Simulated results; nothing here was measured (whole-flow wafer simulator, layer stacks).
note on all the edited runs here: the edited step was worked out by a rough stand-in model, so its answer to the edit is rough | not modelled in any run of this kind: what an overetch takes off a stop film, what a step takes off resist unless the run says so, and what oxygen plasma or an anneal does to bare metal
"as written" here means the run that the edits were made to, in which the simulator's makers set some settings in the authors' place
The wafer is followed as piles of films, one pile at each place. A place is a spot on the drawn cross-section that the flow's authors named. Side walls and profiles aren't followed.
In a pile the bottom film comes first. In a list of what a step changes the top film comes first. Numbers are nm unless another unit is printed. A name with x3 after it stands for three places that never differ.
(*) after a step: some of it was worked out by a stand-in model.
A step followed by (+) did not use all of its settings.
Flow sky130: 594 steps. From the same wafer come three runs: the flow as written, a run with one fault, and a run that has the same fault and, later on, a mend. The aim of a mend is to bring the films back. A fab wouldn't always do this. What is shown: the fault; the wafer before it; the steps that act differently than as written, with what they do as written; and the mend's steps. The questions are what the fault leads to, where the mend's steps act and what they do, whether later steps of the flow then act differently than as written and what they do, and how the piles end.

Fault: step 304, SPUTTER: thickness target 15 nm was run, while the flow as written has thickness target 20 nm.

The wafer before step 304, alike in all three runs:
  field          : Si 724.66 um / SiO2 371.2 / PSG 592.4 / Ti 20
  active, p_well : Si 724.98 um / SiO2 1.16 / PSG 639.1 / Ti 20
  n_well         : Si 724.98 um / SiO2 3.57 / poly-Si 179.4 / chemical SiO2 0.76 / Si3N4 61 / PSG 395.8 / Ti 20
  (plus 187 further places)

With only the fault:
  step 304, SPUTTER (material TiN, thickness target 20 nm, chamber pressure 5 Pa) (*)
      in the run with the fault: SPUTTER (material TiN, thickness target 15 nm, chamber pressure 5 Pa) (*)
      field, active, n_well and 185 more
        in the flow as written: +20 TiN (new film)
        in the run with the fault: +15 TiN (new film)
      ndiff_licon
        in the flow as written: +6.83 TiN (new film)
        in the run with the fault: +5.16 TiN (new film)
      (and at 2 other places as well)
  Later steps of the flow acting differently than as written (not shown: 1 more step that differs only slightly, by at most 2% or 0.5 nm, whichever is larger):
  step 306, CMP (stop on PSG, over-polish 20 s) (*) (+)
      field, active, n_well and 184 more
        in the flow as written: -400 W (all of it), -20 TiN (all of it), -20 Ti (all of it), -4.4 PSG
        in the run with the fault: -400 W (all of it), -15 TiN (all of it), -20 Ti (all of it), -4.4 PSG
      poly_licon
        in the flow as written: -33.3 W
        in the run with the fault: -28.3 W
  At poly_licon, ndiff_licon, ndiff_licon_cpp, rpo_hd_licon, the piles at the end differ from the flow's by more than 2% or 0.5 nm, whichever is larger.
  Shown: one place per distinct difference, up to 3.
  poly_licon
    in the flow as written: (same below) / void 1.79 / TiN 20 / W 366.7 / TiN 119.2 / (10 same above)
    in the run with the fault: (same below) / void 1.79 / TiN 15 / W 371.7 / TiN 119.2 / (10 same above)
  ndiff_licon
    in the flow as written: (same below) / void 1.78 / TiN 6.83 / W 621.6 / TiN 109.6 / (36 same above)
    in the run with the fault: (same below) / void 1.78 / TiN 5.16 / W 623.3 / TiN 109.6 / (36 same above)
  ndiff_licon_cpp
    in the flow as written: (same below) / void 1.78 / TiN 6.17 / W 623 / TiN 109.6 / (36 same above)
    in the run with the fault: (same below) / void 1.78 / TiN 4.66 / W 624.5 / TiN 109.6 / (36 same above)

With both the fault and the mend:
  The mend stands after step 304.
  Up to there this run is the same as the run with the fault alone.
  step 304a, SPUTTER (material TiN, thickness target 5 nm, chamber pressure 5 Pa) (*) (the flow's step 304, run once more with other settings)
      field, active, n_well and 185 more
        +5 TiN
      ndiff_licon
        +1.67 TiN
      ndiff_licon_cpp
        +1.51 TiN
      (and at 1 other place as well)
  None of the later steps of the flow differs from how it acts as written, at any place that is followed, by more than 2% or 0.5 nm, whichever is larger.
  When the end is reached, the piles differ only a little from the flow's at the places that both follow, at most by 2% or 0.5 nm, whichever is larger.
